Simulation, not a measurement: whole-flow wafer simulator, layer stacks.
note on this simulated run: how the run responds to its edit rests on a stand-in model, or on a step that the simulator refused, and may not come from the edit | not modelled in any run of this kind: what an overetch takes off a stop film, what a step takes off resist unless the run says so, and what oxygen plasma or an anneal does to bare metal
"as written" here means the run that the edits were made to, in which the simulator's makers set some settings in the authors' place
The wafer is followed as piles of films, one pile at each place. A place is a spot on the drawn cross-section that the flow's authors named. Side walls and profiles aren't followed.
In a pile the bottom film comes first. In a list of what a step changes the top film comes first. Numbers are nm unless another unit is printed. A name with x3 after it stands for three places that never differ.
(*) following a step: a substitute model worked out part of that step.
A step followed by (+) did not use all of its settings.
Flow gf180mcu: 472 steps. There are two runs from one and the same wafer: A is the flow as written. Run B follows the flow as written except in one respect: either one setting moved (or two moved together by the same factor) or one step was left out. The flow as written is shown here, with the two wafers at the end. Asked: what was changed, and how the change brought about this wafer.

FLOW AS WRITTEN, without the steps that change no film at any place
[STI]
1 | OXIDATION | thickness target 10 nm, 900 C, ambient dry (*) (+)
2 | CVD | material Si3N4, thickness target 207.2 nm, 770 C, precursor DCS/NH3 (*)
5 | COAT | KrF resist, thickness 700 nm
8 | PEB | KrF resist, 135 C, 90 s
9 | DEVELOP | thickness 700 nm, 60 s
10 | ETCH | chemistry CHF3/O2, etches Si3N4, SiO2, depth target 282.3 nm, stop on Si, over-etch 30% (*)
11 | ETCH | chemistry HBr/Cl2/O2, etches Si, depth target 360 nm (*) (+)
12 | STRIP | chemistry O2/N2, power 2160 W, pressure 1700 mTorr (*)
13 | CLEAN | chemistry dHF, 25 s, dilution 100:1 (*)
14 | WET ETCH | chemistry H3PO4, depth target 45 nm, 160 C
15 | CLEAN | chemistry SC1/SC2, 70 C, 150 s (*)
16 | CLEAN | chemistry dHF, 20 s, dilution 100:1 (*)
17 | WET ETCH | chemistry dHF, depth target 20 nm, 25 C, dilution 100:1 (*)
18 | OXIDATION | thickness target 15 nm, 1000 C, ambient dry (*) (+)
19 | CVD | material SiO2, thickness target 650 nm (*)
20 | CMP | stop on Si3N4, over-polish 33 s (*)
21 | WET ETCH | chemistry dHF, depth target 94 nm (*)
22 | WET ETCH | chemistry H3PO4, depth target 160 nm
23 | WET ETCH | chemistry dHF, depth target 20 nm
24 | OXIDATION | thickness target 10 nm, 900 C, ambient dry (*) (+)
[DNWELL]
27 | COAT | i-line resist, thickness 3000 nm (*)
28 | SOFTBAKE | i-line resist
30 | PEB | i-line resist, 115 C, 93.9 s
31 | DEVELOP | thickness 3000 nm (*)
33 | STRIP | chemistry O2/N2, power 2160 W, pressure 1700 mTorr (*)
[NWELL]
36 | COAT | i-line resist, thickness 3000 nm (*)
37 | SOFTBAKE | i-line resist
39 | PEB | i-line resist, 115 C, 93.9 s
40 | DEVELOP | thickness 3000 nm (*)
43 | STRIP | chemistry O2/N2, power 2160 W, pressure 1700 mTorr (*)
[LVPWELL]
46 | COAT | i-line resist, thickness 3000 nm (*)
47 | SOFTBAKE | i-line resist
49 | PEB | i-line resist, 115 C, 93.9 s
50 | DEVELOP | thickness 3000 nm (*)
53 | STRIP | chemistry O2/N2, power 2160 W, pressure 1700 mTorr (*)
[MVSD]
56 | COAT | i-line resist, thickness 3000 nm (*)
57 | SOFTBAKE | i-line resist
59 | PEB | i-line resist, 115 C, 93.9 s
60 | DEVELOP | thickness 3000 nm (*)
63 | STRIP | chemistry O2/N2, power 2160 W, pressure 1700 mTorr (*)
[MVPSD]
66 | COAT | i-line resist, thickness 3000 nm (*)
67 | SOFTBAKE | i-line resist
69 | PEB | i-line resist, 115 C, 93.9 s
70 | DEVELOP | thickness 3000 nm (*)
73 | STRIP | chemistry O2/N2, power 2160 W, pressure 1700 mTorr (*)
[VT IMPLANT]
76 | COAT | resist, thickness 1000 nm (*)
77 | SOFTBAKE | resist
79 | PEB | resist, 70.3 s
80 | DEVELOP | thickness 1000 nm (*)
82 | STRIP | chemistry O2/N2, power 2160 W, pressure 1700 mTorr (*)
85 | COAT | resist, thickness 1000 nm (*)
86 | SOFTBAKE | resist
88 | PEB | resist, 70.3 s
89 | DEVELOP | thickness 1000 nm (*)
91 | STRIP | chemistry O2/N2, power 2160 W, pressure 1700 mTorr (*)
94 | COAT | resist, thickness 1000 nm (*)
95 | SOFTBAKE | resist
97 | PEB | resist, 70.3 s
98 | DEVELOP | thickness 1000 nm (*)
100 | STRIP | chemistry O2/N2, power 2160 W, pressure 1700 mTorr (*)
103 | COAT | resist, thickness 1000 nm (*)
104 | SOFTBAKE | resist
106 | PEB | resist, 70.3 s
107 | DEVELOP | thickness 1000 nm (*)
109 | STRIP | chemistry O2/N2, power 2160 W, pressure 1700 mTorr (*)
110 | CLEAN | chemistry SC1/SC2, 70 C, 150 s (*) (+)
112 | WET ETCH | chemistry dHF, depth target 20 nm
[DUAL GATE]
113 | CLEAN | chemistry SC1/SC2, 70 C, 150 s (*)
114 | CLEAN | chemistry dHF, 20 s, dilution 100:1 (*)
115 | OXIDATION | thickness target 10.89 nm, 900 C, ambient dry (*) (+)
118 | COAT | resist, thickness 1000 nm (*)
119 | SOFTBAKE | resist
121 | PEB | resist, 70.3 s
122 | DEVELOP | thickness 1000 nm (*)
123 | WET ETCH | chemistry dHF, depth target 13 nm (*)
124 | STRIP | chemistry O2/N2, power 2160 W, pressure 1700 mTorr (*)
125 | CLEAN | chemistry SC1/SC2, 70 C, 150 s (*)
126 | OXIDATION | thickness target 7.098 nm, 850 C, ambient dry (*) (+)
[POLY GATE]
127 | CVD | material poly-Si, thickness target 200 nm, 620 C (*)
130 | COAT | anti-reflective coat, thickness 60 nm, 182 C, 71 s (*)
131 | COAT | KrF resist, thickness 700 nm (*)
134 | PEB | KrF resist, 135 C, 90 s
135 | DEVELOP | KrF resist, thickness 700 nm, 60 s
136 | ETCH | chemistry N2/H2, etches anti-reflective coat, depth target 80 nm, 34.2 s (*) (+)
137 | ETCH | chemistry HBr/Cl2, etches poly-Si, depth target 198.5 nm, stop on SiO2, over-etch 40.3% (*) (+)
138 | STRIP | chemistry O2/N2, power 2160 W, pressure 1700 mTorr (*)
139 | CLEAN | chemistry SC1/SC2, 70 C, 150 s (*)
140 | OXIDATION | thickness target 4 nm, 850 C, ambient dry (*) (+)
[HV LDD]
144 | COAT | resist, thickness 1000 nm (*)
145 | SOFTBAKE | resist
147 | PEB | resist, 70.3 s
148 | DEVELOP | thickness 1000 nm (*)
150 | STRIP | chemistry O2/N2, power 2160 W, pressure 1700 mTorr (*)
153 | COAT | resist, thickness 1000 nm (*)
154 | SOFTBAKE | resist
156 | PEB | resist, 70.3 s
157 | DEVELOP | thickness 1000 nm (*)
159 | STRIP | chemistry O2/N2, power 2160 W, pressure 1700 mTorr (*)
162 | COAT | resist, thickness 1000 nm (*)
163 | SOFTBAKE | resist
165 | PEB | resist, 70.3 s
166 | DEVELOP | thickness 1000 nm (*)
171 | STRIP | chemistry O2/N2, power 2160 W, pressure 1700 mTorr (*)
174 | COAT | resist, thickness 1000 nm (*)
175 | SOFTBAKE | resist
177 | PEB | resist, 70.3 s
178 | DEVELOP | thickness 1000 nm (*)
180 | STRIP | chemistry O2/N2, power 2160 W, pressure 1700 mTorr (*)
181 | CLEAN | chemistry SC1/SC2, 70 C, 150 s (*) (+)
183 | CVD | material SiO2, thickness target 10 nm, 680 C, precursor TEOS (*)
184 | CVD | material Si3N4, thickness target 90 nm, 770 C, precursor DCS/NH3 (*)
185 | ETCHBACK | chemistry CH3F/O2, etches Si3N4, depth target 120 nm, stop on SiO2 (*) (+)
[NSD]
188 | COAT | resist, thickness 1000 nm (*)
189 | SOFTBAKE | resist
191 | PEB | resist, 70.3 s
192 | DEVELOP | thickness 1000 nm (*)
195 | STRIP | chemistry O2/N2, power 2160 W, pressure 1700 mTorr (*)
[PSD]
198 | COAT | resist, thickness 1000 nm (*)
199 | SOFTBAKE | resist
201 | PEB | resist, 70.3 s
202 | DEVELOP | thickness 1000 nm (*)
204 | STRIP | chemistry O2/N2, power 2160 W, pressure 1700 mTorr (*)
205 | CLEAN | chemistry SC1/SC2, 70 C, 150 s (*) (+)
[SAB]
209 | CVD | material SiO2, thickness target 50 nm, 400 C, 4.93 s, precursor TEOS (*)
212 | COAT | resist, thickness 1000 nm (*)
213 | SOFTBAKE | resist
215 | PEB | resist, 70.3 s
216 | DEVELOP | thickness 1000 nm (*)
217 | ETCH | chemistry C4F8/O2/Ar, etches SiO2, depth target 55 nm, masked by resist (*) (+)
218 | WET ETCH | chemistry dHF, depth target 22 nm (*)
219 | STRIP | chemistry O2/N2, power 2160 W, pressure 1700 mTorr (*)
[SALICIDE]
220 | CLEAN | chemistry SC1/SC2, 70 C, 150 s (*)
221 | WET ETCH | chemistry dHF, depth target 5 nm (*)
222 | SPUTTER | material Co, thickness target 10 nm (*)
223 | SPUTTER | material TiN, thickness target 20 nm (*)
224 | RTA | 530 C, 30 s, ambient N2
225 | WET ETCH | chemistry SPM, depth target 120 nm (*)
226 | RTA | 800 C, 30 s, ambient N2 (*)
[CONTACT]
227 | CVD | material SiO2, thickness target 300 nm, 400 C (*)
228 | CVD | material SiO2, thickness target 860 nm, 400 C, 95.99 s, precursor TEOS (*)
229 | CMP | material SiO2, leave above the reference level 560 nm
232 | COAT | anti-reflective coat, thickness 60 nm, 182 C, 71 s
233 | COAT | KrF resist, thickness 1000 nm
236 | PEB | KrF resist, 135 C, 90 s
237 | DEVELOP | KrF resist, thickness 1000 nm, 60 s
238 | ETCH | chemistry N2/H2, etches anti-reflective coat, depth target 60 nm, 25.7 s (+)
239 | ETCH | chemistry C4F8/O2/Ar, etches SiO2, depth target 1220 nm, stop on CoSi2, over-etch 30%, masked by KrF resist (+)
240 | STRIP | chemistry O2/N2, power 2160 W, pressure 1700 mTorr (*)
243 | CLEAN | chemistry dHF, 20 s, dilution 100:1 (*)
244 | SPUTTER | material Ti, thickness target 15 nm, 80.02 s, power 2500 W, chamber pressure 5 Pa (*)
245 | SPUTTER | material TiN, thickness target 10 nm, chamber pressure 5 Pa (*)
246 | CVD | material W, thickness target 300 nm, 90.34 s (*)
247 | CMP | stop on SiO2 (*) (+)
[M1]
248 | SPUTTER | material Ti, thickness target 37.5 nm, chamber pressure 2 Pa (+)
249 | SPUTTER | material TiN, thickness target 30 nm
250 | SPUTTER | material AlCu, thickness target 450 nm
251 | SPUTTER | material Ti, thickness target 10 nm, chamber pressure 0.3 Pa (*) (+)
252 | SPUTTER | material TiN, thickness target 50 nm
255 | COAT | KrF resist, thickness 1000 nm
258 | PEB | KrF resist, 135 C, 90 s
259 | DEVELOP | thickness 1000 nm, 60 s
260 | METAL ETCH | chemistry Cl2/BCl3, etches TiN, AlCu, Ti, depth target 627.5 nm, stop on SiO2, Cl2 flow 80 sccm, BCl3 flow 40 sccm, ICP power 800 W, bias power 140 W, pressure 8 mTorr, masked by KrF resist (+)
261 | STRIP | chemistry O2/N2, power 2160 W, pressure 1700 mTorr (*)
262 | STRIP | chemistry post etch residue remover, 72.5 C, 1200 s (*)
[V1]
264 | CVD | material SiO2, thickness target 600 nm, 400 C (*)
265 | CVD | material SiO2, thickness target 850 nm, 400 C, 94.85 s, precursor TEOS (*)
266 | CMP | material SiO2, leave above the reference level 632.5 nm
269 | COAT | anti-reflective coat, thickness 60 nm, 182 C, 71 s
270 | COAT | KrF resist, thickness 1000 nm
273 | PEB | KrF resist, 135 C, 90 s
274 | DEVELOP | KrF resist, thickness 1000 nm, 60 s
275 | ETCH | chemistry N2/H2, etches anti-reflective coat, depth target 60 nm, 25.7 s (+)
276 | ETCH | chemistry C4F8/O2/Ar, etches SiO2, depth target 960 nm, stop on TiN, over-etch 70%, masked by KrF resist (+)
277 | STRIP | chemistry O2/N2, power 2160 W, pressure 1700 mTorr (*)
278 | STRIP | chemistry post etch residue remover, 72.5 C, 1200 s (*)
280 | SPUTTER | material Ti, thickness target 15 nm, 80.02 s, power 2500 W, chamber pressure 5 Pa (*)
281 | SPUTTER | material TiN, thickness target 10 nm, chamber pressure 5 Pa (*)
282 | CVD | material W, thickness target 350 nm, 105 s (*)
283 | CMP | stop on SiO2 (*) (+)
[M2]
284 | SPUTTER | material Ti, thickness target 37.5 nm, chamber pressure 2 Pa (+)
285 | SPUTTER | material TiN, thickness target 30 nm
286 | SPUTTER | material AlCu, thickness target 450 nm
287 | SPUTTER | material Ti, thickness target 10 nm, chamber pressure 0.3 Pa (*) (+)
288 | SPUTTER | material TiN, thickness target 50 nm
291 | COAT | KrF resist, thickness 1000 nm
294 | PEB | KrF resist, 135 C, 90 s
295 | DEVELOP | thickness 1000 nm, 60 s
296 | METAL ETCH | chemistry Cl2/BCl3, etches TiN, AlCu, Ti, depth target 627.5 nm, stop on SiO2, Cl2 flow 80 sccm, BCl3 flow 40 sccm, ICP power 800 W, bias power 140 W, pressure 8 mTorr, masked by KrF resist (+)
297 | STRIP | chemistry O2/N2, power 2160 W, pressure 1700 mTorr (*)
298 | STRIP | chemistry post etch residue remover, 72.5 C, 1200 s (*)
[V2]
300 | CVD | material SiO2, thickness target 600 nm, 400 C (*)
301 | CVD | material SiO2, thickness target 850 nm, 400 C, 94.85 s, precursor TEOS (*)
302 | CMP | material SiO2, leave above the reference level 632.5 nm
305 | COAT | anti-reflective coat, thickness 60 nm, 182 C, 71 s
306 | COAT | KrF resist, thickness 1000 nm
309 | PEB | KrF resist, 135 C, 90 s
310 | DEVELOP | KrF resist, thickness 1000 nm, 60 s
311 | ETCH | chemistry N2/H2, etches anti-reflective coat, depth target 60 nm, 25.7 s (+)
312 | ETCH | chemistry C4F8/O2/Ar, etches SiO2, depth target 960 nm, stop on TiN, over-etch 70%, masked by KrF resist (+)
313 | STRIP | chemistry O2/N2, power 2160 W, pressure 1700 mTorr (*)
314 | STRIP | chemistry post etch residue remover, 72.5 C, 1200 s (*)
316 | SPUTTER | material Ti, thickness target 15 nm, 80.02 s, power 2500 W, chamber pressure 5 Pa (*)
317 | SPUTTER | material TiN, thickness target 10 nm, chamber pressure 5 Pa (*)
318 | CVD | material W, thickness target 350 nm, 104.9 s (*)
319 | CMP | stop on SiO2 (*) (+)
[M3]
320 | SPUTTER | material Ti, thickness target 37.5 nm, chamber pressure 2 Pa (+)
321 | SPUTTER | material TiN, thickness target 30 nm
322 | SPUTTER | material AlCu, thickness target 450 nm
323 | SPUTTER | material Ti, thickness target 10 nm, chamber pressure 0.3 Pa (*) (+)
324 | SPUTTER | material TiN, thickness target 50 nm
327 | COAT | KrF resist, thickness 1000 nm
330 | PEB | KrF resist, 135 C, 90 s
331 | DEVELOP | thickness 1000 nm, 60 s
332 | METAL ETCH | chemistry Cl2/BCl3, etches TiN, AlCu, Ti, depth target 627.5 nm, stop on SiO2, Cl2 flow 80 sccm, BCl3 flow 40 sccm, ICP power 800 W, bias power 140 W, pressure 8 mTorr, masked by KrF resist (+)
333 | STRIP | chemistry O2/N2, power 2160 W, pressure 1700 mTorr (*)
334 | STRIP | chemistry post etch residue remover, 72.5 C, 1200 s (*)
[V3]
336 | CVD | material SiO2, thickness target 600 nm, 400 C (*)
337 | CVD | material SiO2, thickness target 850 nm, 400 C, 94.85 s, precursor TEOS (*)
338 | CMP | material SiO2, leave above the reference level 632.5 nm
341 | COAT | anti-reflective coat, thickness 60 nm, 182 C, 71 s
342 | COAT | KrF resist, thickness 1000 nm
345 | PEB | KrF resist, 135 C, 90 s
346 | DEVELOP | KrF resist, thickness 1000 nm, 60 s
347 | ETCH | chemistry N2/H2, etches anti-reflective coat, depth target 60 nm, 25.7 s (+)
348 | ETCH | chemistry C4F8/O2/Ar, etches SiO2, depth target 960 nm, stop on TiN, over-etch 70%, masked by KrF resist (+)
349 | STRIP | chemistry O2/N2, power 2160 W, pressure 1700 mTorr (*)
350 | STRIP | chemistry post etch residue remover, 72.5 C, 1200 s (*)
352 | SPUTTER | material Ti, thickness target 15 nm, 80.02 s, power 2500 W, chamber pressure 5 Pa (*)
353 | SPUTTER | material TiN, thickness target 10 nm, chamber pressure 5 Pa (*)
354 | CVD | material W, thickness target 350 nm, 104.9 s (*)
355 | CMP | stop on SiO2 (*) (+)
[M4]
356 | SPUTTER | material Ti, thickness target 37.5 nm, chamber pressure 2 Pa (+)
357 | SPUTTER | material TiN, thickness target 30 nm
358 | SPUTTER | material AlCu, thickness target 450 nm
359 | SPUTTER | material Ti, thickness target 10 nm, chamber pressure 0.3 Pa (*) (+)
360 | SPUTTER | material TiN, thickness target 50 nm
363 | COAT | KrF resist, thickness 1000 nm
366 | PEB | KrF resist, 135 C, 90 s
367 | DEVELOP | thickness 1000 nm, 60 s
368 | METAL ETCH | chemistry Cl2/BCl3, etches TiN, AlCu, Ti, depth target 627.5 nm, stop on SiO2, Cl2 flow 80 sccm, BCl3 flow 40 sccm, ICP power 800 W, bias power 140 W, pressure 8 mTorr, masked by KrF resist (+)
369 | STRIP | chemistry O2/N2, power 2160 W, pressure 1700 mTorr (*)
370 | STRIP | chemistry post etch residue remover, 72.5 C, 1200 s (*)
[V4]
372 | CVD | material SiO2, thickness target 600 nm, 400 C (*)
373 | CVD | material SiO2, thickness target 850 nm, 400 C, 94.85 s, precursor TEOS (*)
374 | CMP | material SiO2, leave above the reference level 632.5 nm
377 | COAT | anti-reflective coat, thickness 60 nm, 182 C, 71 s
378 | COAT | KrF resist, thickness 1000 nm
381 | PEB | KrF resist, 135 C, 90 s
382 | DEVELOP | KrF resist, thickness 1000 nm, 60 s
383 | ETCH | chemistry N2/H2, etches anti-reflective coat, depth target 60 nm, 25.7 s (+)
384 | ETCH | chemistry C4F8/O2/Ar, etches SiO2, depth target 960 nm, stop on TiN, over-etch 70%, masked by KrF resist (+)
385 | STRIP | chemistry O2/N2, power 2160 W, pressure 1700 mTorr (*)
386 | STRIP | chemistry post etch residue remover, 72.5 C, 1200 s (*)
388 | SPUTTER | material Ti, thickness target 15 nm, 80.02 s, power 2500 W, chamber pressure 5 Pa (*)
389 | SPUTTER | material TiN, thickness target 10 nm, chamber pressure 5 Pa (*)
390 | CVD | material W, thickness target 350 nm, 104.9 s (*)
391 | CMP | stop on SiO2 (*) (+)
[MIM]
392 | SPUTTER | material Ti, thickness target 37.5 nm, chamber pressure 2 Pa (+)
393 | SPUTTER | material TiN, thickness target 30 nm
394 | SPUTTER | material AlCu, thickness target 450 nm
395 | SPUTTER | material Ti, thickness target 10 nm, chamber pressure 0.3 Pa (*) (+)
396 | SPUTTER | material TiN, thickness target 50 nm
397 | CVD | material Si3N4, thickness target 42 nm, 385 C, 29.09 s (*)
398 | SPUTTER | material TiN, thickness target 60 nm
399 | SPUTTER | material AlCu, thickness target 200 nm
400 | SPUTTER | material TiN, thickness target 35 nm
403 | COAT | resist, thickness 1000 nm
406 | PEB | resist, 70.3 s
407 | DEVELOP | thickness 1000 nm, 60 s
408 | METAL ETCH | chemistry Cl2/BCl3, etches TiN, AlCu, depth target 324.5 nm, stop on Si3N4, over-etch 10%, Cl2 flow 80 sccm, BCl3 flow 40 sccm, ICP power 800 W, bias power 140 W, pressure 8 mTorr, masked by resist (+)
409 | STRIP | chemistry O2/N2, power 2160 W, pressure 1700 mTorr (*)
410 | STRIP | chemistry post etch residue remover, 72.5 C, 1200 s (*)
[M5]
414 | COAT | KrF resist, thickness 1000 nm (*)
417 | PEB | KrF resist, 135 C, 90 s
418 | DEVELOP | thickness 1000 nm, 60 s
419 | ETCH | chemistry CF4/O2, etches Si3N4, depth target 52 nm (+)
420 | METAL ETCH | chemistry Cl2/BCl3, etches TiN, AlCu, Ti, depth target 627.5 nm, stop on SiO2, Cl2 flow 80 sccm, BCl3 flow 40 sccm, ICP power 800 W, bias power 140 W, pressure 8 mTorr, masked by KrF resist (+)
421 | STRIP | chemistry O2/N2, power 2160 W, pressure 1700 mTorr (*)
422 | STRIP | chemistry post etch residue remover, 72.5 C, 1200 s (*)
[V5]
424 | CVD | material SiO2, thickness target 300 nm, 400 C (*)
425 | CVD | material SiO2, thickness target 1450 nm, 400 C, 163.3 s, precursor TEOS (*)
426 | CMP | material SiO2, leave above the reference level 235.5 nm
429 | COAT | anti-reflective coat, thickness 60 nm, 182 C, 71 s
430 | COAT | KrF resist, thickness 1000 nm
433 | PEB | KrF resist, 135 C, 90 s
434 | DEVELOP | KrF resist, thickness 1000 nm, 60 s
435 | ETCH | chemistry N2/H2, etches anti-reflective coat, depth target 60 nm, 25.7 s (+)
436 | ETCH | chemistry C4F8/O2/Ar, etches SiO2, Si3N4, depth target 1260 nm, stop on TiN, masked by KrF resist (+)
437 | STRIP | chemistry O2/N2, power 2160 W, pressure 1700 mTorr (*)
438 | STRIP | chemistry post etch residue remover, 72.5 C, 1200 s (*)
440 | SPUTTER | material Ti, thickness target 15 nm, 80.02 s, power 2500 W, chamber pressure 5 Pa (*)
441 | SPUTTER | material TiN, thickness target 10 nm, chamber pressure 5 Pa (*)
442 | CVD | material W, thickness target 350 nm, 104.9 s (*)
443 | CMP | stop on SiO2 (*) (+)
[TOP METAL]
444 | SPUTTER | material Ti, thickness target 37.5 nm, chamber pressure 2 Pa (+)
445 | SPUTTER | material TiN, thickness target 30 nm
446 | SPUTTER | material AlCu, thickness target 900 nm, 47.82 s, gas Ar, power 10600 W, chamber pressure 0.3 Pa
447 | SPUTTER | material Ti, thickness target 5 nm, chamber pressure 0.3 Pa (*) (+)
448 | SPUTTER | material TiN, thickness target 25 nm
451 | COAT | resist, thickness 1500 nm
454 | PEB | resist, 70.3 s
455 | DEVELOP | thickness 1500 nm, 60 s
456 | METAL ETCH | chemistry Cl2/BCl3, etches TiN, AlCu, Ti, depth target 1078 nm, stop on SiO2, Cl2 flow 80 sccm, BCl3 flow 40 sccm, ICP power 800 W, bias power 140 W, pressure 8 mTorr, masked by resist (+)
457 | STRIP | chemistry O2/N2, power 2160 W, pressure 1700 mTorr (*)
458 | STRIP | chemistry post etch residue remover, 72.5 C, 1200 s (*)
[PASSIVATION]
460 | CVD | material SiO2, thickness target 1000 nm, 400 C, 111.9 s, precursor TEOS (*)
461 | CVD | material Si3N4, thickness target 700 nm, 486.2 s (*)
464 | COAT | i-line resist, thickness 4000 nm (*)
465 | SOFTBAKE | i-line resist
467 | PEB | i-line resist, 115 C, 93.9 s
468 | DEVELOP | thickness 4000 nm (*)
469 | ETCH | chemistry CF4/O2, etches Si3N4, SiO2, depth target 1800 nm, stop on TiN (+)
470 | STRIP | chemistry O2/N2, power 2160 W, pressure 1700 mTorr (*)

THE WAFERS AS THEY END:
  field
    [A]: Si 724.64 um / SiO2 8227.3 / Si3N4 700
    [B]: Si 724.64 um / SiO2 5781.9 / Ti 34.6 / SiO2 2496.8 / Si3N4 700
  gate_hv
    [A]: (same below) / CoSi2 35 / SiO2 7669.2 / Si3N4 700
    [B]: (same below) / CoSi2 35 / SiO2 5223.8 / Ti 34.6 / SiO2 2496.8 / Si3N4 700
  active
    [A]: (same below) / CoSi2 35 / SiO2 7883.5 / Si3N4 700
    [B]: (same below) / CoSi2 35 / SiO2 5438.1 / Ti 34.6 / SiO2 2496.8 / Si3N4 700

What caused this: step 394, SPUTTER: thickness target 536 nm was run, whereas the flow has thickness target 450 nm.

Step by step, how the change led to this:
  394 | SPUTTER | material AlCu, thickness target 450 nm
      field, field__w1, field__w2 and 108 more: A AlCu gains 450 (new film) | B AlCu gains 536 (new film)
  420 | METAL ETCH | chemistry Cl2/BCl3, etches TiN, AlCu, Ti, depth target 627.5 nm, stop on SiO2, Cl2 flow 80 sccm, BCl3 flow 40 sccm, ICP power 800 W, bias power 140 W, pressure 8 mTorr, masked by KrF resist (+)
      field, field__w1, field__w2 and 101 more: A TiN loses 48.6 (all of it), Ti loses 10 (all of it), AlCu loses 450 (all of it), TiN loses 30 (all of it), Ti loses 37.5 (all of it) | B TiN loses 48.6 (all of it), Ti loses 10 (all of it), AlCu loses 536 (all of it), TiN loses 30 (all of it), Ti loses 2.94
  424 | CVD | material SiO2, thickness target 300 nm, 400 C (*)
      field, field__w1, field__w2 and 101 more: A SiO2 gains 300 | B SiO2 gains 300 (new film)
  426 | CMP | material SiO2, leave above the reference level 235.5 nm
      field, field__w1, field__w5 and 92 more: A SiO2 loses 300.8 | B SiO2 loses 249.4
      field__w2, field__w3, field__w12 and 6 more: A SiO2 loses 272.7 | B SiO2 loses 218.9
If metal films that touch count as one body, field has 1 body; the flow as written gives 0 bodies.
If metal films that touch count as one body, gate_hv has 2 bodies (between them, from the top down: SiO2 5223.8); the flow as written gives 1 body.
If metal films that touch count as one body, active has 2 bodies (between them, from the top down: SiO2 5438.1); the flow as written gives 1 body.
